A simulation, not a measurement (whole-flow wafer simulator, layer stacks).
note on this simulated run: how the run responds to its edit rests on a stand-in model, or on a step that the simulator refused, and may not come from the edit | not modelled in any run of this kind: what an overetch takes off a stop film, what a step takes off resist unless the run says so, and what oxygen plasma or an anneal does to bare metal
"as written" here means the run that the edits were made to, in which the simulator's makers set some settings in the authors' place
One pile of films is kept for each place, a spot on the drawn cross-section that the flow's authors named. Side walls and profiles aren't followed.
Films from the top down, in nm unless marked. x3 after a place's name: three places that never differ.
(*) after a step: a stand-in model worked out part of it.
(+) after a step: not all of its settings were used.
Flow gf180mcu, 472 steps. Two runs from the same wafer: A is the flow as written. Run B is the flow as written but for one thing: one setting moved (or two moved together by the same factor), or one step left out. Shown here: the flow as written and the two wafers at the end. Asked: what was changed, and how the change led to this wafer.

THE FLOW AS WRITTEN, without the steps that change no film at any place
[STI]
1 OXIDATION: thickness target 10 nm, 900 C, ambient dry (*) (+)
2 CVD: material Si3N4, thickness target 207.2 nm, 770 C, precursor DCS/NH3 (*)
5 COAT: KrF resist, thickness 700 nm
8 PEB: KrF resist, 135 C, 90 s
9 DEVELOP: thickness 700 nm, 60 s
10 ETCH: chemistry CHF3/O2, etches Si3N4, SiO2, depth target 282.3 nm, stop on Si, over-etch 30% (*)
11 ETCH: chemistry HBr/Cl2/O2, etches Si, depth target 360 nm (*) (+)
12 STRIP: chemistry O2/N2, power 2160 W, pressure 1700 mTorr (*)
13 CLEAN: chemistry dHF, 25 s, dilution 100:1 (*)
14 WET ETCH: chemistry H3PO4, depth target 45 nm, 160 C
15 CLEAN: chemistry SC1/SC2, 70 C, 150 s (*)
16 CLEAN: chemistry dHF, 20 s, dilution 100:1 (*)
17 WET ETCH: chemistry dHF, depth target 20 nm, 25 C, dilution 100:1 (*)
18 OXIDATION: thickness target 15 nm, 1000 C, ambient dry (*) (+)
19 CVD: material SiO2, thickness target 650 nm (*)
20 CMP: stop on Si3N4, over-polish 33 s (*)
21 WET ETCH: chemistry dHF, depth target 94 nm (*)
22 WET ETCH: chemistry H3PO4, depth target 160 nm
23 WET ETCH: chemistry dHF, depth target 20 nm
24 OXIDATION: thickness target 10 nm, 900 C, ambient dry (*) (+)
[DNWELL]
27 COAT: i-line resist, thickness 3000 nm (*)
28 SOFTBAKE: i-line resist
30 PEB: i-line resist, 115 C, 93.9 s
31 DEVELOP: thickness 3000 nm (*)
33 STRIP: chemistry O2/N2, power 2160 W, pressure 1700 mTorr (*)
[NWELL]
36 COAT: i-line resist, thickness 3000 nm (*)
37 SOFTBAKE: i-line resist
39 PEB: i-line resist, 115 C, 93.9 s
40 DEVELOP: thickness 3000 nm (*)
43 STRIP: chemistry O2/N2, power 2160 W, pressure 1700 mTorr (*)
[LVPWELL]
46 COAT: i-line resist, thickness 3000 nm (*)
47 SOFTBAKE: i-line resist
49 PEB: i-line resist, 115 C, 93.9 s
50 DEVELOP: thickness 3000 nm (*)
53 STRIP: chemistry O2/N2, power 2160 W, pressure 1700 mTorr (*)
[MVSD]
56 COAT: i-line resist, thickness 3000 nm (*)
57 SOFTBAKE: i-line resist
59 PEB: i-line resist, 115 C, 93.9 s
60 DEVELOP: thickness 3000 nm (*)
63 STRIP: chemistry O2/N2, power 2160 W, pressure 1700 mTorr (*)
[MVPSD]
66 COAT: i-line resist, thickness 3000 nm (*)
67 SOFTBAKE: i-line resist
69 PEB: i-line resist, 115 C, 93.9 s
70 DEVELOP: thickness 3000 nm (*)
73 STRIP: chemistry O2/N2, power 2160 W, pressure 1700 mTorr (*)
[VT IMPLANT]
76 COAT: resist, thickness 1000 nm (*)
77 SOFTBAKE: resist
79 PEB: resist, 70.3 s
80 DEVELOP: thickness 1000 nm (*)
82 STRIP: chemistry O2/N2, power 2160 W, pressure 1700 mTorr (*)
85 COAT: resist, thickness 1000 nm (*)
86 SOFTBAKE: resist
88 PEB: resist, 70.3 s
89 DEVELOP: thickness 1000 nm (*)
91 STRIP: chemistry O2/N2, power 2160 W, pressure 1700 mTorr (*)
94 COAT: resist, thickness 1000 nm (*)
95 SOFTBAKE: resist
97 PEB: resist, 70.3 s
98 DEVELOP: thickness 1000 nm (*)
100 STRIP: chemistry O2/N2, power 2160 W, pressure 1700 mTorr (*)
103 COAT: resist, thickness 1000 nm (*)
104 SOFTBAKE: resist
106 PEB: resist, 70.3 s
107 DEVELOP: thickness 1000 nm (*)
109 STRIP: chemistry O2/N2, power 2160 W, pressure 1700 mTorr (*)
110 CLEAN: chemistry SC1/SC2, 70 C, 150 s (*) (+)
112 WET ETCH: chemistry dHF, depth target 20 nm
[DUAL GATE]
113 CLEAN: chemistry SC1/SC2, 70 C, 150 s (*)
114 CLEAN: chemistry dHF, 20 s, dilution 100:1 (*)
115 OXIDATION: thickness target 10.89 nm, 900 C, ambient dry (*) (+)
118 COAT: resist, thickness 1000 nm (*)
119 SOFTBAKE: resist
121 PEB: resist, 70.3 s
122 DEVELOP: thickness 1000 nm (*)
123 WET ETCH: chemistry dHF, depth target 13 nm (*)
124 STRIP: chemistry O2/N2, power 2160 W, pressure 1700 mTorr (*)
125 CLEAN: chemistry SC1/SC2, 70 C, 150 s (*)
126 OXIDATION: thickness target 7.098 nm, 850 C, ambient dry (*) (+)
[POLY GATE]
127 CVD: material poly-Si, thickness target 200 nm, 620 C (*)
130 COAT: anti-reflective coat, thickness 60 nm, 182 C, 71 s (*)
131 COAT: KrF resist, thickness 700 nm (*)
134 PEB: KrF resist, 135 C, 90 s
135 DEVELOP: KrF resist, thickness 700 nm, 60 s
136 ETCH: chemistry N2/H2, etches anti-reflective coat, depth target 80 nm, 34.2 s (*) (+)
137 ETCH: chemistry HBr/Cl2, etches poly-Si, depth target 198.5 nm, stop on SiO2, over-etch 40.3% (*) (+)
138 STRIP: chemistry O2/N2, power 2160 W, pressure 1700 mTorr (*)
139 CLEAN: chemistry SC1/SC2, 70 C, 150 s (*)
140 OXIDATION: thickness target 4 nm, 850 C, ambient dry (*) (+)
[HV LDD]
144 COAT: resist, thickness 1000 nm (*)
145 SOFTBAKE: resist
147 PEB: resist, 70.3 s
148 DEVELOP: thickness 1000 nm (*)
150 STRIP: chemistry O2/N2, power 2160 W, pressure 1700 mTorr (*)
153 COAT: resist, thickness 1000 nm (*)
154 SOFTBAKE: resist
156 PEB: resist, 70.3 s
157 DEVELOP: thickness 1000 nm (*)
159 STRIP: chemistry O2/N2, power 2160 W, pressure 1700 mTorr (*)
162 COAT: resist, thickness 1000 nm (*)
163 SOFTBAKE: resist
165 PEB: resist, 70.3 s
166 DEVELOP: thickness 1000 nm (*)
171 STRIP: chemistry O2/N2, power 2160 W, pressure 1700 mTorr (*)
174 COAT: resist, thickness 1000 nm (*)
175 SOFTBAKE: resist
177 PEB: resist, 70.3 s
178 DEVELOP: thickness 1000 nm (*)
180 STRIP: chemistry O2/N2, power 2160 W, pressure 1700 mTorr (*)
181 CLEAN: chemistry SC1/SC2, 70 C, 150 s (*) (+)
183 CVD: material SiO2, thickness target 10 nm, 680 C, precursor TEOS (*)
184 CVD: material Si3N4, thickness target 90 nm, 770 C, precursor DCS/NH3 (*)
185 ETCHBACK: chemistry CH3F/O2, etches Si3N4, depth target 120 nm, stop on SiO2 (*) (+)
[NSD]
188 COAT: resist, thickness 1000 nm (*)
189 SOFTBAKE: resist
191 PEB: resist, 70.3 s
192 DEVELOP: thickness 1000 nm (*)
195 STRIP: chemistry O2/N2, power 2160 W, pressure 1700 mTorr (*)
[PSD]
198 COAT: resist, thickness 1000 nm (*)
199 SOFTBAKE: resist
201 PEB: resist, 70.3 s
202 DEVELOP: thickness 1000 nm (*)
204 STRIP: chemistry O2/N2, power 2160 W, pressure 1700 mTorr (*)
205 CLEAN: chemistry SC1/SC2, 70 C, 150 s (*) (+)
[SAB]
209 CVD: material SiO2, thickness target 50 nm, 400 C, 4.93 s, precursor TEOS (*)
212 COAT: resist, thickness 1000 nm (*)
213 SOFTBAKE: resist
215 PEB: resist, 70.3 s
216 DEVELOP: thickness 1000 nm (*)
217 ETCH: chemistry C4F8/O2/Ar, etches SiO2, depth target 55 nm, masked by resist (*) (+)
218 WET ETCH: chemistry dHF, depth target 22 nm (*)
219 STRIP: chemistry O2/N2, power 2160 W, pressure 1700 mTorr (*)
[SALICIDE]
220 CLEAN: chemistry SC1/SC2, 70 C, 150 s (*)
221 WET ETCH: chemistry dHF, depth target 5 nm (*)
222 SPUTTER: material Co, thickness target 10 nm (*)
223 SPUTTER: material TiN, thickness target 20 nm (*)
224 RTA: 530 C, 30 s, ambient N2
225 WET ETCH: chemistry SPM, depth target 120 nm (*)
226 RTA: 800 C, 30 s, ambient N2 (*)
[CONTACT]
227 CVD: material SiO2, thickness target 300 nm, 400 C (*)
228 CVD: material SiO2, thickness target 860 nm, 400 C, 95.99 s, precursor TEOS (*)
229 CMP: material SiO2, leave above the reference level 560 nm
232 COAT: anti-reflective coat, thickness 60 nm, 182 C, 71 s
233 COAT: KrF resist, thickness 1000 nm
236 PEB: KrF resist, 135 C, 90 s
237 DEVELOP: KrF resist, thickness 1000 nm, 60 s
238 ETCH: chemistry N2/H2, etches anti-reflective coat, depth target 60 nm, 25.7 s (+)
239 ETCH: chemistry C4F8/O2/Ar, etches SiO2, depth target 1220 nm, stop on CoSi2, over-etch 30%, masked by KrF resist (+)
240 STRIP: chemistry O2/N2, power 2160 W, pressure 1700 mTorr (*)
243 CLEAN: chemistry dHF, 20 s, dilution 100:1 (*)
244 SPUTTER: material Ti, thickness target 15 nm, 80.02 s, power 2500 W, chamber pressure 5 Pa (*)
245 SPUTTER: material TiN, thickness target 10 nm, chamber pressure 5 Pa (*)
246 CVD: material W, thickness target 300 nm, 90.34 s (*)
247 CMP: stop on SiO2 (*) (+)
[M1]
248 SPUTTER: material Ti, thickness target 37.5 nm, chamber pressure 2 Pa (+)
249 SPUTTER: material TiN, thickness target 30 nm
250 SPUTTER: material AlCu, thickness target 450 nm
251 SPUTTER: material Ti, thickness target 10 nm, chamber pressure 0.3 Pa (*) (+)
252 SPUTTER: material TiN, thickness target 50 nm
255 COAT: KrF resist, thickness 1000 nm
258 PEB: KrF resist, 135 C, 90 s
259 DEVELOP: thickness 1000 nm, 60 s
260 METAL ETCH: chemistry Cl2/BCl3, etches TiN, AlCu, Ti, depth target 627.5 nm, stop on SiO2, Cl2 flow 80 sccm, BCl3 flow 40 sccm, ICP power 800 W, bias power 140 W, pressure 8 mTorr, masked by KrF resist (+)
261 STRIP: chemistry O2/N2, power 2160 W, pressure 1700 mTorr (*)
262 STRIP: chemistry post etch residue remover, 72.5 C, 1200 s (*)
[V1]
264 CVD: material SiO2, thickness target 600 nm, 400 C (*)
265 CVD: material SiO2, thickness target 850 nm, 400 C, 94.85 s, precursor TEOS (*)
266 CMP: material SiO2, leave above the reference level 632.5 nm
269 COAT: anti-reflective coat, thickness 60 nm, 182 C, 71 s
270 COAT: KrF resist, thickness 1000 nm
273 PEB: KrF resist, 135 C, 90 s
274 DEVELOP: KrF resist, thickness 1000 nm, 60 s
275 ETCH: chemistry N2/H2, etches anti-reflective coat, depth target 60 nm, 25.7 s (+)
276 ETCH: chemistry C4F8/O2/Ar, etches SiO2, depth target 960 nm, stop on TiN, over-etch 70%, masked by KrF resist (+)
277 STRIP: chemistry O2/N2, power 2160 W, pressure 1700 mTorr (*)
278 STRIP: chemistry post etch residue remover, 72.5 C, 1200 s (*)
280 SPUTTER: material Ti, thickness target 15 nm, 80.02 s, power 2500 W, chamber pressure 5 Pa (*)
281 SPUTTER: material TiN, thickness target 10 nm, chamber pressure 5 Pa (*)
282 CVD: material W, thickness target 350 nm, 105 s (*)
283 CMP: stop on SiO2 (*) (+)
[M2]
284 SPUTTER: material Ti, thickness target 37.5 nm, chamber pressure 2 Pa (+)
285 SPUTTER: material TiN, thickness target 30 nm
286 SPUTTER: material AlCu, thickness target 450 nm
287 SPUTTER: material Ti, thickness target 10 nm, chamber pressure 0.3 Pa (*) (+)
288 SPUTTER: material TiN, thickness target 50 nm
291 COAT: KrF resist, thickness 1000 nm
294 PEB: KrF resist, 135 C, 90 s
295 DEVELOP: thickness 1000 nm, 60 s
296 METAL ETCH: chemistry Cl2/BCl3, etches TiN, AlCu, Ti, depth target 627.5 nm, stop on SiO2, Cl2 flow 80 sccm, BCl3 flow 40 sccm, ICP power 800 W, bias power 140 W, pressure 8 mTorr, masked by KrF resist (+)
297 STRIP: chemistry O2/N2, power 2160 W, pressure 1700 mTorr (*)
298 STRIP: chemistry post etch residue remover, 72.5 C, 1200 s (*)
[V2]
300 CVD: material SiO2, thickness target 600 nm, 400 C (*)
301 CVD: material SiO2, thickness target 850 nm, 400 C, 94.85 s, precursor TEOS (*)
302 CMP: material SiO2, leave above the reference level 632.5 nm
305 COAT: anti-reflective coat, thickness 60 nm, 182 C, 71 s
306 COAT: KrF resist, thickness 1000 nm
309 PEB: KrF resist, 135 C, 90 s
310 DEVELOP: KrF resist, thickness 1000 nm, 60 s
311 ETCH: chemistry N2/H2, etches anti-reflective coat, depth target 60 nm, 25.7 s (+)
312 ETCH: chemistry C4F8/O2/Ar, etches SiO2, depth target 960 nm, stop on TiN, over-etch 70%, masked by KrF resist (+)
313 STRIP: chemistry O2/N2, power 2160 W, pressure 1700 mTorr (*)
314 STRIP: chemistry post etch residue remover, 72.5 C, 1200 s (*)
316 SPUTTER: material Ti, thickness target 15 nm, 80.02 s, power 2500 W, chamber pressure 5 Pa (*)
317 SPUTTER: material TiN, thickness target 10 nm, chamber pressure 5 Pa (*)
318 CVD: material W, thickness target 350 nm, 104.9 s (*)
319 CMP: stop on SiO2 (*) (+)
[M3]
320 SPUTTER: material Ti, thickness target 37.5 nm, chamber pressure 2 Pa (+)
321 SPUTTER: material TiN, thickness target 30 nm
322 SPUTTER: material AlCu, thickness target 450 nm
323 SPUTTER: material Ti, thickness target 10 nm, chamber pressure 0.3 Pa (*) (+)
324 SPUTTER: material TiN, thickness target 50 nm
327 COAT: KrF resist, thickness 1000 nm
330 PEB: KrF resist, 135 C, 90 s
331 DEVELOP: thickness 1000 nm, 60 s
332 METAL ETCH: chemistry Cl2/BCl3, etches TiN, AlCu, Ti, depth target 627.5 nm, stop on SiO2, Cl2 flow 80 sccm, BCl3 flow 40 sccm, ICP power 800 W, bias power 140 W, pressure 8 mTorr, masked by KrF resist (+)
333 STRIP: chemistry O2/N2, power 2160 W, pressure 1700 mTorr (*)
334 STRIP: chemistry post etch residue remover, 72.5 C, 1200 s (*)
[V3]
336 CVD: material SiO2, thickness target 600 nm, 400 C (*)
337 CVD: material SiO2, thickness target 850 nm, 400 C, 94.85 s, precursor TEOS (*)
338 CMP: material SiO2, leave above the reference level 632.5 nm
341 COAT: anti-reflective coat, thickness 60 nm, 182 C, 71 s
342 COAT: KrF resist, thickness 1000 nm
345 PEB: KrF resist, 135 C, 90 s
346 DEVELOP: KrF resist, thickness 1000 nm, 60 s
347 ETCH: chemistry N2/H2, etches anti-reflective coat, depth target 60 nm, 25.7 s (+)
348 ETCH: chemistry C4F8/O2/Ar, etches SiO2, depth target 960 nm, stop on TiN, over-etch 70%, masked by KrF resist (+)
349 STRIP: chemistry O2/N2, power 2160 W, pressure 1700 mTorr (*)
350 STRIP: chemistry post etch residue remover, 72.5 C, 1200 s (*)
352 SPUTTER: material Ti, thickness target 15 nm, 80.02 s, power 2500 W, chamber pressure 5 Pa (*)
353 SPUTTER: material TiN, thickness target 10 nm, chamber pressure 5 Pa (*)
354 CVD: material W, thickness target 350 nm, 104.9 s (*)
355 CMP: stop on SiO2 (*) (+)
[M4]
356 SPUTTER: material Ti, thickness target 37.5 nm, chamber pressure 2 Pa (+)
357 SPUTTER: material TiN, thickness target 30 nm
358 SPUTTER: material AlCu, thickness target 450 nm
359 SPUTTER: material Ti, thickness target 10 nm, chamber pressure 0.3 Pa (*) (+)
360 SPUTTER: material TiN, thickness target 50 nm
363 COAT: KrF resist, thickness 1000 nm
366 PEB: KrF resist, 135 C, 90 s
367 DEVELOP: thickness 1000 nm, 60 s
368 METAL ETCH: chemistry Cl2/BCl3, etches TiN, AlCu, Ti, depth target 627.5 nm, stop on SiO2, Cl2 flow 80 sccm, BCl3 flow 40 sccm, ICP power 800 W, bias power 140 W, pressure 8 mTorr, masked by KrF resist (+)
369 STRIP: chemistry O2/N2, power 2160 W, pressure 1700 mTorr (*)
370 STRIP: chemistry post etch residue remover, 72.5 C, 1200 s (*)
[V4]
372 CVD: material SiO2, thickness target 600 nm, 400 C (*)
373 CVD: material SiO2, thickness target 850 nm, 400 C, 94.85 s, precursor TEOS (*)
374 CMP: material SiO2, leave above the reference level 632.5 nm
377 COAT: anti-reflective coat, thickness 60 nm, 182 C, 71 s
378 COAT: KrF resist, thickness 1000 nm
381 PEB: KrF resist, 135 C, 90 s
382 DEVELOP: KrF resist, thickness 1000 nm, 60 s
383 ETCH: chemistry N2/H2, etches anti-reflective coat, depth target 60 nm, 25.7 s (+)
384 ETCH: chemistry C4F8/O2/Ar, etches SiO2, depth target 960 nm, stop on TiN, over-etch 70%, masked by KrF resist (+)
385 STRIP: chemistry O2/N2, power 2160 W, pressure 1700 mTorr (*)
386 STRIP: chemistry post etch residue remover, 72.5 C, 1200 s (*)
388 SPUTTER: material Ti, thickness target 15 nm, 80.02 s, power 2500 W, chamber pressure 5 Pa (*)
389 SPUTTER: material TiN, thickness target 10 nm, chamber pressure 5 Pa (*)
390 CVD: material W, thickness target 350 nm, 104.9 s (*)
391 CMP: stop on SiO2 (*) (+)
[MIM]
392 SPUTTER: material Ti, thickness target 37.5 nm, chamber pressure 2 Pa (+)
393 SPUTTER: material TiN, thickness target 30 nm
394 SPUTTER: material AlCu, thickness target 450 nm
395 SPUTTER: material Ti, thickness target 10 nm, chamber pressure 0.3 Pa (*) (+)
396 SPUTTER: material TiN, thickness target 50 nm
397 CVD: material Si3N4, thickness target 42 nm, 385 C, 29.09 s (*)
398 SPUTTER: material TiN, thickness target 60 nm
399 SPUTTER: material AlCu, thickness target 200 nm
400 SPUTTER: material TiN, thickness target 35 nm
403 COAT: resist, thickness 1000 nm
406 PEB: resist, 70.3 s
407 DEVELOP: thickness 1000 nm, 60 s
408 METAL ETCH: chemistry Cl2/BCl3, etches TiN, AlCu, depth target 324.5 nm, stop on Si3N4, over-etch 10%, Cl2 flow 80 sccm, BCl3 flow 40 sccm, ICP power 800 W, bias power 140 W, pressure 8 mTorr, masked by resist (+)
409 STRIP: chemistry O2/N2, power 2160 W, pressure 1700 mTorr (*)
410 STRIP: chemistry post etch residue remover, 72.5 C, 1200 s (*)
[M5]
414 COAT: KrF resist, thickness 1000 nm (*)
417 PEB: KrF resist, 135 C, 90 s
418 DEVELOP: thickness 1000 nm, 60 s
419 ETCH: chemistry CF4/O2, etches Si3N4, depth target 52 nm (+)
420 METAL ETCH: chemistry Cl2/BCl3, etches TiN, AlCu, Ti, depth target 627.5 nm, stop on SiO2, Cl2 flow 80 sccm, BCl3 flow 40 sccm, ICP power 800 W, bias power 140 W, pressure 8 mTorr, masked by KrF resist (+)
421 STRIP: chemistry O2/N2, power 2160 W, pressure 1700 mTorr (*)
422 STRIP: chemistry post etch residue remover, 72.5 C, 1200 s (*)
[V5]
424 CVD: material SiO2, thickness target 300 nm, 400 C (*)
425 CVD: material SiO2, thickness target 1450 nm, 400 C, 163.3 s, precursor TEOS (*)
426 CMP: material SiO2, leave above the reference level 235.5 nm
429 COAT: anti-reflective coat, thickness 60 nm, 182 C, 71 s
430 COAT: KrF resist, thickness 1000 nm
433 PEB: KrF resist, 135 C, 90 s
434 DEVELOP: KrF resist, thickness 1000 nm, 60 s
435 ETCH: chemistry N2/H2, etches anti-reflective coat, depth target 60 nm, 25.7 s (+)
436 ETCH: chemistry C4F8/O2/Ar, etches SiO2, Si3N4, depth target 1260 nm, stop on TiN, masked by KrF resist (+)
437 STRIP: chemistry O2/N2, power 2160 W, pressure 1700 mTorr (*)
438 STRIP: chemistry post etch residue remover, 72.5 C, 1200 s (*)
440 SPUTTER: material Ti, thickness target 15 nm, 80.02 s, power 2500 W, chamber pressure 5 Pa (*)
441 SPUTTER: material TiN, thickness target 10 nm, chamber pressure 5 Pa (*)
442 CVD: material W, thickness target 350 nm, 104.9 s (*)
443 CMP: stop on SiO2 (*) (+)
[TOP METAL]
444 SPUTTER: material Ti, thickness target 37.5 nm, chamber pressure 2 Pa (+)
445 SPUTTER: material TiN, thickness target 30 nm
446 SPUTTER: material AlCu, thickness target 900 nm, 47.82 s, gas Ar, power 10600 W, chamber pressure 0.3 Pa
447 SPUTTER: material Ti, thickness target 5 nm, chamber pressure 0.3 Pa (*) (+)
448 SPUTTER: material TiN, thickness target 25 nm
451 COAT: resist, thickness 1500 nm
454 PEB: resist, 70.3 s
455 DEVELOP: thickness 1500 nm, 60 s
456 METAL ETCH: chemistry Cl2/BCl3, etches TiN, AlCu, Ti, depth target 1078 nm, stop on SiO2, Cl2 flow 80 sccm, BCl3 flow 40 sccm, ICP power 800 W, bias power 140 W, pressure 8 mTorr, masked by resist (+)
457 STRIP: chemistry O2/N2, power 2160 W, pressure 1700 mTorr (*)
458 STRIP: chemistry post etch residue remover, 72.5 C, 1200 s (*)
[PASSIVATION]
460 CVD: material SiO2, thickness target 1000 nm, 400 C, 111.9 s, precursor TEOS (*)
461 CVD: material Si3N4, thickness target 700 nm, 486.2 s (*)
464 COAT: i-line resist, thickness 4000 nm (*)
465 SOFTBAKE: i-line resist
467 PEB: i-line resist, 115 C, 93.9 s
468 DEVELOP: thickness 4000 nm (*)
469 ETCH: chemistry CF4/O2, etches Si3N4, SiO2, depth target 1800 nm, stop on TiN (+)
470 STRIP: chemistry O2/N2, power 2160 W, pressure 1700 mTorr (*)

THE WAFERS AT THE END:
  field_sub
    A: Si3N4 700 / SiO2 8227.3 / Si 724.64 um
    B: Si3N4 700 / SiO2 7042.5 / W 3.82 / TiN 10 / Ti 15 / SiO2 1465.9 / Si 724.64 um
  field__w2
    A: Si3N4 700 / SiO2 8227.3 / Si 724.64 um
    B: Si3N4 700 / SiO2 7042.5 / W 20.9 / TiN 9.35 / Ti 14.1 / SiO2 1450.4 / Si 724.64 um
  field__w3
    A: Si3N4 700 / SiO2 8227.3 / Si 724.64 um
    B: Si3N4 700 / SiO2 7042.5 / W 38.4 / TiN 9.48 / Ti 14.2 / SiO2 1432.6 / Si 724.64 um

The cause: step 229, CMP: leave above the reference level 874 nm was run, where the flow has leave above the reference level 560 nm.

How the change led to this, step by step:
  229 CMP: material SiO2, leave above the reference level 560 nm
      ldn_sep__w1, ldn_sep__w2, ldn_dft and 8 more: A SiO2 -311 | B nothing
      active, p_well, sd_n, iso_ptap_pw, iso_ntap_nw, iso_ptap_sub, vpnp_e: A SiO2 -299.9 | B nothing
      (and at 93 more places)
  232 COAT: anti-reflective coat, thickness 60 nm, 182 C, 71 s
      iso_nw_fld, nw_enc_fld__w1, ldn_sep__w1, ldn_fld, ldp_sep__w2: A anti-reflective coat +60 (new film) | B anti-reflective coat +58.7 (new film)
      sti, mim_1p0, pad, dice_street: A anti-reflective coat +60 (new film) | B anti-reflective coat +51.1 (new film)
      (and at 88 more places)
  233 COAT: KrF resist, thickness 1000 nm
      mim: A KrF resist +1000 (new film) | B KrF resist +1022.5 (new film)
  238 ETCH: chemistry N2/H2, etches anti-reflective coat, depth target 60 nm, 25.7 s (+)
      contact: A anti-reflective coat -60 (all of it), SiO2 -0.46 | B anti-reflective coat -69.7 (all of it), SiO2 -0.21
      polyc_n: A anti-reflective coat -60 (all of it), SiO2 -0.46 | B anti-reflective coat -43.2 (all of it), SiO2 -0.89
      (and at 1 more place)
  239 ETCH: chemistry C4F8/O2/Ar, etches SiO2, depth target 1220 nm, stop on CoSi2, over-etch 30%, masked by KrF resist (+)
      field, field__w1, field__w2 and 105 more: A KrF resist -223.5 | B KrF resist -244
      polyc_n, polyc_p: A SiO2 -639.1 (all of it) | B SiO2 -952.6 (all of it)
      (and at 1 more place)
  240 STRIP: chemistry O2/N2, power 2160 W, pressure 1700 mTorr (*)
      sti, mim_1p0, pad, dice_street: A KrF resist -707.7 (all of it), anti-reflective coat -60 (all of it) | B KrF resist -693.2 (all of it), anti-reflective coat -51.1 (all of it)
      p_well, sd_n: A KrF resist -707.7 (all of it), anti-reflective coat -60 (all of it) | B KrF resist -693.2 (all of it), anti-reflective coat -48 (all of it)
      (and at 102 more places)
  244 SPUTTER: material Ti, thickness target 15 nm, 80.02 s, power 2500 W, chamber pressure 5 Pa (*)
      field__w2: A Ti +15 (new film) | B Ti +14.1 (new film)
      field__w3: A Ti +15 (new film) | B Ti +14.2 (new film)
      (and at 2 more places)
  245 SPUTTER: material TiN, thickness target 10 nm, chamber pressure 5 Pa (*)
      field__w2: A TiN +10 (new film) | B TiN +9.35 (new film)
      field__w3: A TiN +10 (new film) | B TiN +9.48 (new film)
      (and at 1 more place)
  246 CVD: material W, thickness target 300 nm, 90.34 s (*)
      polyc_n, polyc_p: A W +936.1 (new film) | B W +1250.1 (new film)
      field__w12: A W +300 (new film) | B W +306.2 (new film)
      (and at 1 more place)
  247 CMP: stop on SiO2 (*) (+)
      active, p_well, sd_n, iso_ptap_pw, iso_ntap_nw, iso_ptap_sub, vpnp_e: A W -300 (all of it), TiN -10 (all of it), Ti -15 (all of it), SiO2 -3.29 | B W -300 (all of it), TiN -10 (all of it), Ti -8.32
      ldn_tap, ldn_src, ldp_tap, ldp_src, ldp_gr: A W -300 (all of it), TiN -10 (all of it), Ti -15 (all of it), SiO2 -3.29 | B W -300 (all of it), TiN -10 (all of it), Ti -10.2
      (and at 97 more places)
  248 SPUTTER: material Ti, thickness target 37.5 nm, chamber pressure 2 Pa (+)
      field_sub__w4, active, p_well and 24 more: A Ti +37.5 (new film) | B Ti +37.5
  260 METAL ETCH: chemistry Cl2/BCl3, etches TiN, AlCu, Ti, depth target 627.5 nm, stop on SiO2, Cl2 flow 80 sccm, BCl3 flow 40 sccm, ICP power 800 W, bias power 140 W, pressure 8 mTorr, masked by KrF resist (+)
      field__w2, field__w3, field__w6 and 8 more: A TiN -50 (all of it), Ti -10 (all of it), AlCu -450 (all of it), TiN -30 (all of it), Ti -37.5 (all of it) | B TiN -50 (all of it), Ti -10 (all of it), AlCu -450 (all of it), TiN -30 (all of it), Ti -37.5 (all of it), W -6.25
      field: A TiN -50 (all of it), Ti -10 (all of it), AlCu -450 (all of it), TiN -30 (all of it), Ti -37.5 (all of it) | B TiN -50 (all of it), Ti -10 (all of it), AlCu -450 (all of it), TiN -30 (all of it), Ti -37.5 (all of it), TiN -4.82 (all of it), Ti -15 (all of it)
      (and at 38 more places)
  262 STRIP: chemistry post etch residue remover, 72.5 C, 1200 s (*)
      field__w2, field__w3, field__w12, field_sub, field_sub__w2, mim, ld_sd_n, nw_enc_fld_lv: A nothing | B W -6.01
      field__w6: A nothing | B W -3.61 (all of it), TiN -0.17
      (and at 2 more places)
  264 CVD: material SiO2, thickness target 600 nm, 400 C (*)
      field__w2, field__w3, field__w6 and 10 more: A SiO2 +600 | B SiO2 +600 (new film)
  266 CMP: material SiO2, leave above the reference level 632.5 nm
      field__w2, field__w3, field__w12, field_sub, field_sub__w2, mim, ld_sd_n, nw_enc_fld_lv: A SiO2 -300 | B SiO2 -287.7
      active, p_well, sd_n, iso_ptap_pw, iso_ntap_nw, iso_ptap_sub, vpnp_e: A SiO2 -300 | B SiO2 -293.3
      (and at 26 more places)
Counting metal films that touch as one body, field_sub has 1 body; the flow as written gives 0 bodies.
Counting metal films that touch as one body, field__w2 has 1 body; the flow as written gives 0 bodies.
Counting metal films that touch as one body, field__w3 has 1 body; the flow as written gives 0 bodies.
